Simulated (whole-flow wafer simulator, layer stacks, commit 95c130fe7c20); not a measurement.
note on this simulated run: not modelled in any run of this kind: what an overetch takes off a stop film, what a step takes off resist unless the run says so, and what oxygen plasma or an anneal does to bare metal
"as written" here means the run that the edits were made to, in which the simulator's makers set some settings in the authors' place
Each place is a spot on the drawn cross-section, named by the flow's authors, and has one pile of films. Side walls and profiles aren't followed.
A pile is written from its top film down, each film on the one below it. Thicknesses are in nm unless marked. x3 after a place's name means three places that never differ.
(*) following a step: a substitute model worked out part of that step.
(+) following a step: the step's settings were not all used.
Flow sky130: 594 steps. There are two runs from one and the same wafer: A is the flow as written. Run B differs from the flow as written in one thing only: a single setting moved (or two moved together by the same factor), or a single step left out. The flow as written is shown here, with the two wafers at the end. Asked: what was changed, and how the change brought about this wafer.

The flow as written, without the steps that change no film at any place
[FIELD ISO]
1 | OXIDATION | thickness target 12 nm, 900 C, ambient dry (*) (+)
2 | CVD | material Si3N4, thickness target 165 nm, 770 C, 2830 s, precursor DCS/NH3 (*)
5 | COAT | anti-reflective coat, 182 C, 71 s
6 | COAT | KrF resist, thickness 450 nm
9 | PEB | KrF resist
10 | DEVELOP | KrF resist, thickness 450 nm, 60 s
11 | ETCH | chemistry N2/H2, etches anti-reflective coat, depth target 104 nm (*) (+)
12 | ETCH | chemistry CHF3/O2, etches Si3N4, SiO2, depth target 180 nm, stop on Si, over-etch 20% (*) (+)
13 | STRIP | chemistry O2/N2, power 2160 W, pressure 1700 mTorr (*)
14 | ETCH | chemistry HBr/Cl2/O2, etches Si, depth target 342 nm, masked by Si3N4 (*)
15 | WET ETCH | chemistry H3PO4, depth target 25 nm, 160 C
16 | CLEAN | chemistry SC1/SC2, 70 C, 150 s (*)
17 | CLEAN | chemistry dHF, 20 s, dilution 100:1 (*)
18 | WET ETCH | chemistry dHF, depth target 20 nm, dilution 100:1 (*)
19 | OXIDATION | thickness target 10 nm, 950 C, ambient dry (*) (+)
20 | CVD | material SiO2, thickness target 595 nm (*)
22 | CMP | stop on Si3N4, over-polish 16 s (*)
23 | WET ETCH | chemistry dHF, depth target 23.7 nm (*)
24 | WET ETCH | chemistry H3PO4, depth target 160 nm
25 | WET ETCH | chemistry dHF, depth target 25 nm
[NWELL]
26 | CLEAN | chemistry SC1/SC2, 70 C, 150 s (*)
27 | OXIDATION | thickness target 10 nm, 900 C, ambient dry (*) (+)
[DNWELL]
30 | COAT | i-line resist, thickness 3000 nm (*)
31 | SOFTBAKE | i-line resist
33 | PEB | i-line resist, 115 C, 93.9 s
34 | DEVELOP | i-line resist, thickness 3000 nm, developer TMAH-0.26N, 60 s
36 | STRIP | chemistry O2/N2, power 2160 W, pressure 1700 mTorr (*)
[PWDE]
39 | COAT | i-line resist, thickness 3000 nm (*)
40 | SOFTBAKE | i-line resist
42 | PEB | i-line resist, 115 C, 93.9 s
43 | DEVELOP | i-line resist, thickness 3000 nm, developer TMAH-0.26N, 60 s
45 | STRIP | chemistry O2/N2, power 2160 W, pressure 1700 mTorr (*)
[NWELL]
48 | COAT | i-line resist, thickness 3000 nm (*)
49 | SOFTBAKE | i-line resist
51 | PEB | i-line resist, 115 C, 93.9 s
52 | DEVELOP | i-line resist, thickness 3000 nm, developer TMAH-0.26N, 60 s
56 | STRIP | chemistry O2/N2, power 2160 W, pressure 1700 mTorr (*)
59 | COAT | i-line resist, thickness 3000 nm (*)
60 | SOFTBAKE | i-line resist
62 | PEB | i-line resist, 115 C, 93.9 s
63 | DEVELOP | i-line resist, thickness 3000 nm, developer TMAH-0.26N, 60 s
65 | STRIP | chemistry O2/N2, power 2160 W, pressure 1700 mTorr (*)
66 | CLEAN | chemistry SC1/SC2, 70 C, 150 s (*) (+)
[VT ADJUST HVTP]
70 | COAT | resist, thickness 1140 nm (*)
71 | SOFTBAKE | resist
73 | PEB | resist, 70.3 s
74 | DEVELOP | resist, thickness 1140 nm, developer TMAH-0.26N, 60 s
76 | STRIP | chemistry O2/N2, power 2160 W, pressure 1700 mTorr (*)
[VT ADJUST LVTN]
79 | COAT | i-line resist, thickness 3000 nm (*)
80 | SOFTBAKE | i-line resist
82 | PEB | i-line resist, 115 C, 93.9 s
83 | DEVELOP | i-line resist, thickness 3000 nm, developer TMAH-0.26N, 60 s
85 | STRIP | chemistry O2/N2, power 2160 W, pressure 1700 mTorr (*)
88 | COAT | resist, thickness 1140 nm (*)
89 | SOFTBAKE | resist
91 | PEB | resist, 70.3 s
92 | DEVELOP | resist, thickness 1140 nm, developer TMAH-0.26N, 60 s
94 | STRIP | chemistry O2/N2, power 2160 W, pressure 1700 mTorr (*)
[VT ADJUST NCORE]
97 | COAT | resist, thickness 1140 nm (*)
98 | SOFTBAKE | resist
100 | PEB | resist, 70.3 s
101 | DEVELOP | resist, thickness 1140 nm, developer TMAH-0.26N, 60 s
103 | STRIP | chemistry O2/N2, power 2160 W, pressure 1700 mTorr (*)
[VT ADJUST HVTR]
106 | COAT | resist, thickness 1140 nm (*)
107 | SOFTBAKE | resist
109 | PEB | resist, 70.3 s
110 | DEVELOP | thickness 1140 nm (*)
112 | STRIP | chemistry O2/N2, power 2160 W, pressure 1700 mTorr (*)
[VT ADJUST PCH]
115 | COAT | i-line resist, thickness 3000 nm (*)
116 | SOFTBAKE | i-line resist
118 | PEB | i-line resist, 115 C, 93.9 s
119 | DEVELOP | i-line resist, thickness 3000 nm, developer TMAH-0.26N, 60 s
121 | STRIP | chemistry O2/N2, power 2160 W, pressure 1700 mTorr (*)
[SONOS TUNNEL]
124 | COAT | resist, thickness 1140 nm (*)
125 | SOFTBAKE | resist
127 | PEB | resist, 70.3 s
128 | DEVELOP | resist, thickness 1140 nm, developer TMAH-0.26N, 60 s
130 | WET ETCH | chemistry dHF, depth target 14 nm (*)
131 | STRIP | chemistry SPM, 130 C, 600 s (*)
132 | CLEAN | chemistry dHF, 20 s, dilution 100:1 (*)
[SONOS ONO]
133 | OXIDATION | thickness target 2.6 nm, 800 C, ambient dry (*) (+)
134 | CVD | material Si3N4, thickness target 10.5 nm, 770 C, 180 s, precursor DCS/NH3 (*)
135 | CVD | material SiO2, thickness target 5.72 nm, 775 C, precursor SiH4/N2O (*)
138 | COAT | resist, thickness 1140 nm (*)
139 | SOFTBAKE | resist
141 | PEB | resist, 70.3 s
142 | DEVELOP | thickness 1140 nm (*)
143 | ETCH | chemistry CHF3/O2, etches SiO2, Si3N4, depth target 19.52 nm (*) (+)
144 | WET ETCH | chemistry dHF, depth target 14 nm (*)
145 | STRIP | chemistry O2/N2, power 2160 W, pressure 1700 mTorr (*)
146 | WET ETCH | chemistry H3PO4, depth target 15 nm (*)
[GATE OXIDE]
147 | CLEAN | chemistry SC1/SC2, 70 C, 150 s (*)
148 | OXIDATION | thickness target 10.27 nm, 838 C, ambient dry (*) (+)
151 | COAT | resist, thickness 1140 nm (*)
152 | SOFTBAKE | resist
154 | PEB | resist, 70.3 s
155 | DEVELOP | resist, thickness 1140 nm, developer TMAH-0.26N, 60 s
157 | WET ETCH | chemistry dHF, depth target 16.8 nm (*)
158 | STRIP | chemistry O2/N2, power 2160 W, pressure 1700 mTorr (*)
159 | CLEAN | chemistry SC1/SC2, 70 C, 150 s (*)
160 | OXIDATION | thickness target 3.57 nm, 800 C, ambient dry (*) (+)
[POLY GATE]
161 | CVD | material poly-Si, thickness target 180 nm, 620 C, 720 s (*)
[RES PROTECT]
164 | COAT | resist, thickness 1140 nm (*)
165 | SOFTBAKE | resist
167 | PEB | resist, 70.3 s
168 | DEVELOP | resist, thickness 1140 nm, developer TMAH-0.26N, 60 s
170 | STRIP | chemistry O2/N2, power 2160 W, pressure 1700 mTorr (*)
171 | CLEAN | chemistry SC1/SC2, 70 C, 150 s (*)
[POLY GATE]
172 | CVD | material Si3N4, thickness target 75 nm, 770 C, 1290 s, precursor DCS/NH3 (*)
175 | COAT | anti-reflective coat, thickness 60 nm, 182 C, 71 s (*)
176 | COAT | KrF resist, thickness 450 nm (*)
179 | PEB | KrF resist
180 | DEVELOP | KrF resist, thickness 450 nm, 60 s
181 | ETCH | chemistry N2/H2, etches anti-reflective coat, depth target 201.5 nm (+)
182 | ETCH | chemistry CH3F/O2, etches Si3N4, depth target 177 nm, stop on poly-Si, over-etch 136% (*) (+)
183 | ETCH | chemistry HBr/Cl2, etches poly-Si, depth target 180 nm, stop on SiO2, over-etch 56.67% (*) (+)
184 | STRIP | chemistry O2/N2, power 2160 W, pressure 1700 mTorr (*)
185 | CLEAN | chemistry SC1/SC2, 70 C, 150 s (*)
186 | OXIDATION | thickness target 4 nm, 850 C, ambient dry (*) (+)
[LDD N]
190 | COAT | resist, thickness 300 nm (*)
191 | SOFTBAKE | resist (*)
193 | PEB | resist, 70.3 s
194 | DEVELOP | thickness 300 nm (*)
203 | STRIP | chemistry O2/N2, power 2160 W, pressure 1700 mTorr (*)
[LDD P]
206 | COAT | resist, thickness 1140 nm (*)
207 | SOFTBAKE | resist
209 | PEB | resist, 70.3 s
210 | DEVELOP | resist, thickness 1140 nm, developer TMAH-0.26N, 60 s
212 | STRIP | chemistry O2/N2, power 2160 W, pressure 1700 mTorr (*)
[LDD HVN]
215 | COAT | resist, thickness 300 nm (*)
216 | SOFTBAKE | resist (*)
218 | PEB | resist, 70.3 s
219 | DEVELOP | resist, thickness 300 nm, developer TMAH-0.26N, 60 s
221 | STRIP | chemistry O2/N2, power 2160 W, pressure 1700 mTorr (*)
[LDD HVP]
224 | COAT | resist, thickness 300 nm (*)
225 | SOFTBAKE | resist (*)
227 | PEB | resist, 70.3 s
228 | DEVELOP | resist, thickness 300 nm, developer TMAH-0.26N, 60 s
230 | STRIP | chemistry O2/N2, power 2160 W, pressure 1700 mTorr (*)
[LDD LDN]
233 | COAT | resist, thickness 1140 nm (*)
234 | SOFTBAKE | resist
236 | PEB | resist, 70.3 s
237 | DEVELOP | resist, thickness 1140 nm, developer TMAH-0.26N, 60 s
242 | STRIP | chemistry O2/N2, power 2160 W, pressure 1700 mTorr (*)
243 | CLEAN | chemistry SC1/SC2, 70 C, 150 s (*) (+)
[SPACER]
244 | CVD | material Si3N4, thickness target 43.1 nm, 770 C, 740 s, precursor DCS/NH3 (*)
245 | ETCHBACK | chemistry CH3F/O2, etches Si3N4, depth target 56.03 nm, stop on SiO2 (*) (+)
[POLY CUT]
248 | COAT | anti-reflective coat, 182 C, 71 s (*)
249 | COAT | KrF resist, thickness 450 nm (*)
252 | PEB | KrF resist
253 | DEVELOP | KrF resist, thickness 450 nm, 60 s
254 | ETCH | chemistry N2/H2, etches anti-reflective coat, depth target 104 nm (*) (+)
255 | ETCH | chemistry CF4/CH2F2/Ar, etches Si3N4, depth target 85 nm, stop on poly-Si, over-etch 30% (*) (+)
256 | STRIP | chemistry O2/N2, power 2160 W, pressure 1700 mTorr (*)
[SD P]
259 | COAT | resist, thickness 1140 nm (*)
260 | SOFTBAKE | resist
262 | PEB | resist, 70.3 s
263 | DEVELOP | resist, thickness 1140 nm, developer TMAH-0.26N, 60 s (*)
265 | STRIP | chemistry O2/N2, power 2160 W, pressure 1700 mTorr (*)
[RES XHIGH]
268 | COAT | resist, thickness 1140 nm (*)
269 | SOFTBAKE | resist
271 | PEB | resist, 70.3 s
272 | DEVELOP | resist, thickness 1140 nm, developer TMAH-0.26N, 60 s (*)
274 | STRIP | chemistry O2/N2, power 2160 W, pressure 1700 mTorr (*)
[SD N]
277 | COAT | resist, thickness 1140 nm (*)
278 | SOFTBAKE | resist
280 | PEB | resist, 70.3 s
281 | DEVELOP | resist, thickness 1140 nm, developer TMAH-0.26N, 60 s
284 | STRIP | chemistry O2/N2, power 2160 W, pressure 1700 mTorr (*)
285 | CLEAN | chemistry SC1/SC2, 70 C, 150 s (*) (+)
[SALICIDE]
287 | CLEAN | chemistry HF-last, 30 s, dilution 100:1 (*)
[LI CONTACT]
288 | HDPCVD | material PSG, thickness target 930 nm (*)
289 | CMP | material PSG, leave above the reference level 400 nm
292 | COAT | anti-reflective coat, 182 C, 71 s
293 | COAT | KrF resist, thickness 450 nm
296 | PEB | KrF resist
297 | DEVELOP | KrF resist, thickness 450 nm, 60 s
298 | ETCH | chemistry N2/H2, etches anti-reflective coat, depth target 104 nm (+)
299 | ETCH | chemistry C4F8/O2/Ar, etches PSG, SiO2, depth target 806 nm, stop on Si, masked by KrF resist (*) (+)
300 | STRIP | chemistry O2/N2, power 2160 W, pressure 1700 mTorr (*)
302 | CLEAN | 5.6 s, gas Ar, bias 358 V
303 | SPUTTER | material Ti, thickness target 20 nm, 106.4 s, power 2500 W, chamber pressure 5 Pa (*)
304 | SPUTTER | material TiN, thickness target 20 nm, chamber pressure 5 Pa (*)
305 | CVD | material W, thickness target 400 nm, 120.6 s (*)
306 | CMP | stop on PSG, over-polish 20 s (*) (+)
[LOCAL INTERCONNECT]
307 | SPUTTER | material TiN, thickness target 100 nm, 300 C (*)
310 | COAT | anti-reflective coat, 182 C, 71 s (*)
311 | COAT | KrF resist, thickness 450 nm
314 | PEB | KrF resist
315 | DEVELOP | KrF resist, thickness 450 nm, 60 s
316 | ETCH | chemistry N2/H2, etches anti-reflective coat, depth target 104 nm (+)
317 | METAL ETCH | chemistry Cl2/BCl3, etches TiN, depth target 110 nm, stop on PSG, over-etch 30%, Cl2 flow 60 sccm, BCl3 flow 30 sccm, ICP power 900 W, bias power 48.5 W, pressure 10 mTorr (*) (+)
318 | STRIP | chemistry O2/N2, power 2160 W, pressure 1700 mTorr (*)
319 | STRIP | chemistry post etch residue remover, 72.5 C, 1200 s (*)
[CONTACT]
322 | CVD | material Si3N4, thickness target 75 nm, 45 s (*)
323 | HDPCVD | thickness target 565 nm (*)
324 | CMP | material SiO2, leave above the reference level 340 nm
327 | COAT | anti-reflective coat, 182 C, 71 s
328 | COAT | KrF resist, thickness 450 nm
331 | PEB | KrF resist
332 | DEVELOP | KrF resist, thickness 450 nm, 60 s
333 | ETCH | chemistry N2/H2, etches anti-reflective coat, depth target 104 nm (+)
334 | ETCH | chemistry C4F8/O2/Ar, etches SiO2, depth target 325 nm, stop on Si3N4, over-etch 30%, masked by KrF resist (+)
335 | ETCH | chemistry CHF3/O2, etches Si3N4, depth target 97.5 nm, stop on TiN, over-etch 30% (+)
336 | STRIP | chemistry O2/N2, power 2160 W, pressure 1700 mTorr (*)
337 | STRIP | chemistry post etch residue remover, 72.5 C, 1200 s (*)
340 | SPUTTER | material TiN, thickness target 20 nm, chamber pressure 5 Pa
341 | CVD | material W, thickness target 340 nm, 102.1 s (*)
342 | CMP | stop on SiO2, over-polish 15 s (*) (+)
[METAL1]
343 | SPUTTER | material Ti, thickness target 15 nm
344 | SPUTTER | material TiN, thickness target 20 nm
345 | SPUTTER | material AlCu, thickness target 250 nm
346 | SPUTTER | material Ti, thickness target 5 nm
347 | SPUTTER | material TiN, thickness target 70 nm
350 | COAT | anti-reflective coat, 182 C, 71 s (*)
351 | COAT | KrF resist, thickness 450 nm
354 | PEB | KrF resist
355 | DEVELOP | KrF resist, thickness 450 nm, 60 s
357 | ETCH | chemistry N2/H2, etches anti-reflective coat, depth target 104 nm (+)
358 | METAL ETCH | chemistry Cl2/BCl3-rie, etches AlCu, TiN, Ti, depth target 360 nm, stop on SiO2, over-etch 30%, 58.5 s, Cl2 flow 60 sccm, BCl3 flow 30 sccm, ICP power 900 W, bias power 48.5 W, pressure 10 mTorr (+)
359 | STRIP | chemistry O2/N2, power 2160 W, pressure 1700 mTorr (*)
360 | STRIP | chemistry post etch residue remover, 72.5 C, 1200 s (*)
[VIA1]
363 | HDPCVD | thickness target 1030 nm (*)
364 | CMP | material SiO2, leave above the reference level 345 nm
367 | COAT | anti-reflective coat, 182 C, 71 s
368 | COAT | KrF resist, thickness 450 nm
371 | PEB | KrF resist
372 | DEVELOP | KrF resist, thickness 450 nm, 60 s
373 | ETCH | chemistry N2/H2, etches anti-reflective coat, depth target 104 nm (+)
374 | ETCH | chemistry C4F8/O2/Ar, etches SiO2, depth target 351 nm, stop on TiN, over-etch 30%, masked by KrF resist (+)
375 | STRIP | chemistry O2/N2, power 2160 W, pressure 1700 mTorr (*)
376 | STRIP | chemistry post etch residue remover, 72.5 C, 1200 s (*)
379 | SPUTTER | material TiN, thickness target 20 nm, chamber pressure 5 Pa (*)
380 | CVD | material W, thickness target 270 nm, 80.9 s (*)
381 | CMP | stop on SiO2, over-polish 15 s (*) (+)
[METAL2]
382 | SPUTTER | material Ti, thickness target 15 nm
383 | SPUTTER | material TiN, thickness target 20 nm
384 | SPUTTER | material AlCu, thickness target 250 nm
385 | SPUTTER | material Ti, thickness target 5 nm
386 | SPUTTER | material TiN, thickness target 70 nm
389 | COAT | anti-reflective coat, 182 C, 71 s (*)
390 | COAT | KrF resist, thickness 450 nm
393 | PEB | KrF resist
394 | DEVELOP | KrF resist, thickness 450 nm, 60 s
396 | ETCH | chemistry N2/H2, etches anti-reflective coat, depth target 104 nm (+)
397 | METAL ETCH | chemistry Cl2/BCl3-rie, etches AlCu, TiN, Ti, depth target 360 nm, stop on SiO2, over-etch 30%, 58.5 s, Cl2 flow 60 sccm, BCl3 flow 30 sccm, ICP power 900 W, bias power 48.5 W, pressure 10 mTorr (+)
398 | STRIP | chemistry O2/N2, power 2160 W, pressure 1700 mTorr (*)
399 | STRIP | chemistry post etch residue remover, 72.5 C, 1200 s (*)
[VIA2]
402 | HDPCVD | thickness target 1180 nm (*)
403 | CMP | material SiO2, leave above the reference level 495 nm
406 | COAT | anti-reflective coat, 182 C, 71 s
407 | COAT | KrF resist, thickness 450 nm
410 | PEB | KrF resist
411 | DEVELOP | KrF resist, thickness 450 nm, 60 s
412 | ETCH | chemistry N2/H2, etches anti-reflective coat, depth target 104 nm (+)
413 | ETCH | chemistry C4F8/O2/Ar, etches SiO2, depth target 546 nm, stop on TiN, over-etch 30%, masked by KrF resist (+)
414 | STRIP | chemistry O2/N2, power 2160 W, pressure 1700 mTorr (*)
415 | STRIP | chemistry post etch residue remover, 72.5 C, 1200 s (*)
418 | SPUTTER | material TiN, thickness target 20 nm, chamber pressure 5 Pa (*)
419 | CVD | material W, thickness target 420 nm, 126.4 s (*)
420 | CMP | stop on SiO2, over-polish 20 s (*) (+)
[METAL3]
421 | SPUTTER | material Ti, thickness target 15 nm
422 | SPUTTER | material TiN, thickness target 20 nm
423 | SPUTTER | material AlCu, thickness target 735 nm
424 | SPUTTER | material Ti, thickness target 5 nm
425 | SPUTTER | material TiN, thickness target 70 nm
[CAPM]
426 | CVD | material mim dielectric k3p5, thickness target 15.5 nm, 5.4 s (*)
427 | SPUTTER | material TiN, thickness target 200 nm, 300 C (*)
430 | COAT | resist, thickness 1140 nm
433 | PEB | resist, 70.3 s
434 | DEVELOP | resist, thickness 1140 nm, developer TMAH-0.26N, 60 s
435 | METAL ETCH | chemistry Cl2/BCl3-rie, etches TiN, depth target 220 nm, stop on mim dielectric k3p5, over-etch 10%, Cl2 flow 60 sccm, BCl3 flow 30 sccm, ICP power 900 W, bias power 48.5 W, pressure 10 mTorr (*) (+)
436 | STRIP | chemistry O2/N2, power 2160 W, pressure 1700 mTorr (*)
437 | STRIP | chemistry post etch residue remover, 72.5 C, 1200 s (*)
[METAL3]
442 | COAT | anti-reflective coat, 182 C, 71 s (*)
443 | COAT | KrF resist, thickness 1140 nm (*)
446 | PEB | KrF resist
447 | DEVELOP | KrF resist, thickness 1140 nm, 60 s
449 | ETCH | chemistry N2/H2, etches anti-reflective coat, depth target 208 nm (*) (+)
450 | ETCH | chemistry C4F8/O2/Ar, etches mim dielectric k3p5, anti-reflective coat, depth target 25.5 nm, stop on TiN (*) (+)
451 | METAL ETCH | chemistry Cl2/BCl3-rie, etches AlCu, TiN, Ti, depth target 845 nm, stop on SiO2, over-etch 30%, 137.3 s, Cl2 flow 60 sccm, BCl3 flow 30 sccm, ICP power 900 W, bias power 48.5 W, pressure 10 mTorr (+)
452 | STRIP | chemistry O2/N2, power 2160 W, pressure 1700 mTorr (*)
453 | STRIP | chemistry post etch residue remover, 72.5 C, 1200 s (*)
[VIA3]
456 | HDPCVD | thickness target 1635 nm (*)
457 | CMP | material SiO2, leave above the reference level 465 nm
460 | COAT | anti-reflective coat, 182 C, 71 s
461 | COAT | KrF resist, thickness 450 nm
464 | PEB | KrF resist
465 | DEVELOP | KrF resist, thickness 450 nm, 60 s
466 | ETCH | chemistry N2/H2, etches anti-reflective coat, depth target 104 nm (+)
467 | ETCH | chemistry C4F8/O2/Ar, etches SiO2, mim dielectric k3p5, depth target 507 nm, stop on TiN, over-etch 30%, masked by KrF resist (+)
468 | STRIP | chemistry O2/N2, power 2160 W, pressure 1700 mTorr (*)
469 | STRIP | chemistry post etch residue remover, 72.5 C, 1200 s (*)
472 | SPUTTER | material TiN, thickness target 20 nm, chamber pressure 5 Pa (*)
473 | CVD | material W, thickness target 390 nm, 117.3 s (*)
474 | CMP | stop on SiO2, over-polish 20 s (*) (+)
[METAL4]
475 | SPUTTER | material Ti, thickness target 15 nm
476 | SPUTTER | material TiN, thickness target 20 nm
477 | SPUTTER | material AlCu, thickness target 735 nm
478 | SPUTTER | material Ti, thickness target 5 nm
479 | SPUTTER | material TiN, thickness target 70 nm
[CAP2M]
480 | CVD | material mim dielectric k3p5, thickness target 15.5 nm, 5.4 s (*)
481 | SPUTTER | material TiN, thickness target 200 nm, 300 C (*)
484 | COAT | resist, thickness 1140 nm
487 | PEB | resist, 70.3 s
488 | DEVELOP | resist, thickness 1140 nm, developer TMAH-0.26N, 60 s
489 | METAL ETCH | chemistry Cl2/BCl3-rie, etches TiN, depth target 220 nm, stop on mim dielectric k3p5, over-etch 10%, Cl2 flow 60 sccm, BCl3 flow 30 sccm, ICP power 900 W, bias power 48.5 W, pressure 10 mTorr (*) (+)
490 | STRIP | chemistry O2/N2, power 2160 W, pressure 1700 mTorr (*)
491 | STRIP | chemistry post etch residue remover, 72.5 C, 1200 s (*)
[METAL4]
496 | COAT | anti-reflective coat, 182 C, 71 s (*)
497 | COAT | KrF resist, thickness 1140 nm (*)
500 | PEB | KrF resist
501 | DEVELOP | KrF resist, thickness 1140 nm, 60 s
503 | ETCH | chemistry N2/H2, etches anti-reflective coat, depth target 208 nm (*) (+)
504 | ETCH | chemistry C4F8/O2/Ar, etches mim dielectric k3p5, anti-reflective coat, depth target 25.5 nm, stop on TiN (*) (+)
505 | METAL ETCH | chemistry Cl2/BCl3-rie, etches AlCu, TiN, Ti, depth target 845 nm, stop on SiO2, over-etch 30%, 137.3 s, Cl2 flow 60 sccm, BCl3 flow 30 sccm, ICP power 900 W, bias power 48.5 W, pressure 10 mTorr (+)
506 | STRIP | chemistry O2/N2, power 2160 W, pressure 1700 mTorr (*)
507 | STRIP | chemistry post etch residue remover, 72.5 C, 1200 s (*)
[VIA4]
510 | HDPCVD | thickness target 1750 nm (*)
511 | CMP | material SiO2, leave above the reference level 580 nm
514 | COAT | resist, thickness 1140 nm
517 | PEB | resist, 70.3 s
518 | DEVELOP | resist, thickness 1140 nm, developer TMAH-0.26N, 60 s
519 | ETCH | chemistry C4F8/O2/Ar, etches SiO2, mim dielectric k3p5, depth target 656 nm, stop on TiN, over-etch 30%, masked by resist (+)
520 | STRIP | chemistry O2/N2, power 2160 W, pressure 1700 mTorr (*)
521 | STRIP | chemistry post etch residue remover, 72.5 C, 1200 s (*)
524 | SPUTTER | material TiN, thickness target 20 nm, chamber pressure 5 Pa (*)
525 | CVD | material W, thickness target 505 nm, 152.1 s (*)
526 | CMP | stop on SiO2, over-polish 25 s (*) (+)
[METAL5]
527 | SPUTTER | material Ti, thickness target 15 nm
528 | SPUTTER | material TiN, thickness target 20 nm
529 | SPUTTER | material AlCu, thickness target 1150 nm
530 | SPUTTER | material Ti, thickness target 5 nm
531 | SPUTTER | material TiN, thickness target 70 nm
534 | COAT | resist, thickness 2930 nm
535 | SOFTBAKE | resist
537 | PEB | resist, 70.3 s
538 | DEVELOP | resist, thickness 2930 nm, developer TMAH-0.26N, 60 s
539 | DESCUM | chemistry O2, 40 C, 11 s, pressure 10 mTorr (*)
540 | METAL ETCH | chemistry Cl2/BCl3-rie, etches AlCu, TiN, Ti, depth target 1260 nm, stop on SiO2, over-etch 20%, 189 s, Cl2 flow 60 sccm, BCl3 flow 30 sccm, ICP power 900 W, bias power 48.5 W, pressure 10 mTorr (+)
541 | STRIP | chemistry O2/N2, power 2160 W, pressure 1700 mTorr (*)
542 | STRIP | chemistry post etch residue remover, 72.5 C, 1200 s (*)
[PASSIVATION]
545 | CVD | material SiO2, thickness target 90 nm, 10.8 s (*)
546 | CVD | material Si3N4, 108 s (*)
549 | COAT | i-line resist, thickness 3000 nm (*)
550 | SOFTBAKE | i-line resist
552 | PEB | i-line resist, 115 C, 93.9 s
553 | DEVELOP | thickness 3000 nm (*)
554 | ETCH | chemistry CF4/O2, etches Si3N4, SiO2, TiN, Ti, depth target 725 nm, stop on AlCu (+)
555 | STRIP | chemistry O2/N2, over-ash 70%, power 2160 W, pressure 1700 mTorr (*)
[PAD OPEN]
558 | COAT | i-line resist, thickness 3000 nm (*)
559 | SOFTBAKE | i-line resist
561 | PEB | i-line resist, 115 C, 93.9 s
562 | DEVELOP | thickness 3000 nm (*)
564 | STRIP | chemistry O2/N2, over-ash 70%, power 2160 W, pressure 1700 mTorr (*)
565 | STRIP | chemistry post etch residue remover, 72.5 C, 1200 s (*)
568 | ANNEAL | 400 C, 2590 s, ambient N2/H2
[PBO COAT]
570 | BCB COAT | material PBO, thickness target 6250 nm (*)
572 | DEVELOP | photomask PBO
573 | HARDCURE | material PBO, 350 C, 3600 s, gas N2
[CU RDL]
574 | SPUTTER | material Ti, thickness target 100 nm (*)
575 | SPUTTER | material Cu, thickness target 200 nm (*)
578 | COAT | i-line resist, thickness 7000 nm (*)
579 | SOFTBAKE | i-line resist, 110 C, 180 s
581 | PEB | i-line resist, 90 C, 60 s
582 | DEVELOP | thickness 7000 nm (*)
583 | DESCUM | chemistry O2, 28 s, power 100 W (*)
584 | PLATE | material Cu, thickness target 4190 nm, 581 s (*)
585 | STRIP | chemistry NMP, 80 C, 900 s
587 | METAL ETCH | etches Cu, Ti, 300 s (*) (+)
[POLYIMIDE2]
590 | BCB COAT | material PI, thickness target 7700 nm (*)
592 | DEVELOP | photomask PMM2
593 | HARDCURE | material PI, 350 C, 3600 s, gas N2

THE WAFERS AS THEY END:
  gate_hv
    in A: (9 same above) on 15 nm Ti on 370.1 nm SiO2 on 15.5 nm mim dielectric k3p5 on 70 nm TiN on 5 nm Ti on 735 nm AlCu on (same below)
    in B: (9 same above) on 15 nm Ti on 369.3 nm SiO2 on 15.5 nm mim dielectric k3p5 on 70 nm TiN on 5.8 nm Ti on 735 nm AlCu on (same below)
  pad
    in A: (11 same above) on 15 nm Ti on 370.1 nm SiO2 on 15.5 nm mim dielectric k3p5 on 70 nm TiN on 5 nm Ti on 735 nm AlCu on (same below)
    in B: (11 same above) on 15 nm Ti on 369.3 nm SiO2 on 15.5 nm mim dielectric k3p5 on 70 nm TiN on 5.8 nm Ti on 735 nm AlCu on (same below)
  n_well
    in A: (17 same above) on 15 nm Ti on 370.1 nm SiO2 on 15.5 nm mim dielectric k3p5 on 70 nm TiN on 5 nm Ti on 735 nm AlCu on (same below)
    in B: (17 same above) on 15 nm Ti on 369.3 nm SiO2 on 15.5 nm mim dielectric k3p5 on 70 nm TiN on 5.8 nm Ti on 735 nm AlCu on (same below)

What caused this: step 424, SPUTTER: thickness target 5.8 nm was run, though the flow has thickness target 5 nm.
The wafer lets one read it off: gate_hv has Ti 5.8, and step 424 as written asks for 5 nm.

The path from the change to this, step by step:
  424 | SPUTTER | material Ti, thickness target 5 nm
      field, active, n_well and 188 more: A +5 Ti (new film) | B +5.8 Ti (new film)
  451 | METAL ETCH | chemistry Cl2/BCl3-rie, etches AlCu, TiN, Ti, depth target 845 nm, stop on SiO2, over-etch 30%, 137.3 s, Cl2 flow 60 sccm, BCl3 flow 30 sccm, ICP power 900 W, bias power 48.5 W, pressure 10 mTorr (+)
      field, gate, spacer and 68 more: A -70 TiN (all of it), -5 Ti (all of it), -735 AlCu (all of it), -20 TiN (all of it), -15 Ti (all of it), -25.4 SiO2 | B -70 TiN (all of it), -5.8 Ti (all of it), -735 AlCu (all of it), -20 TiN (all of it), -15 Ti (all of it), -25.3 SiO2
      active, vpp_ln, vpp_iso2 and 11 more: A -70 TiN (all of it), -5 Ti (all of it), -735 AlCu (all of it), -20 TiN (all of it), -15 Ti (all of it), -25.3 SiO2 | B -70 TiN (all of it), -5.8 Ti (all of it), -735 AlCu (all of it), -20 TiN (all of it), -15 Ti (all of it), -25.3 SiO2
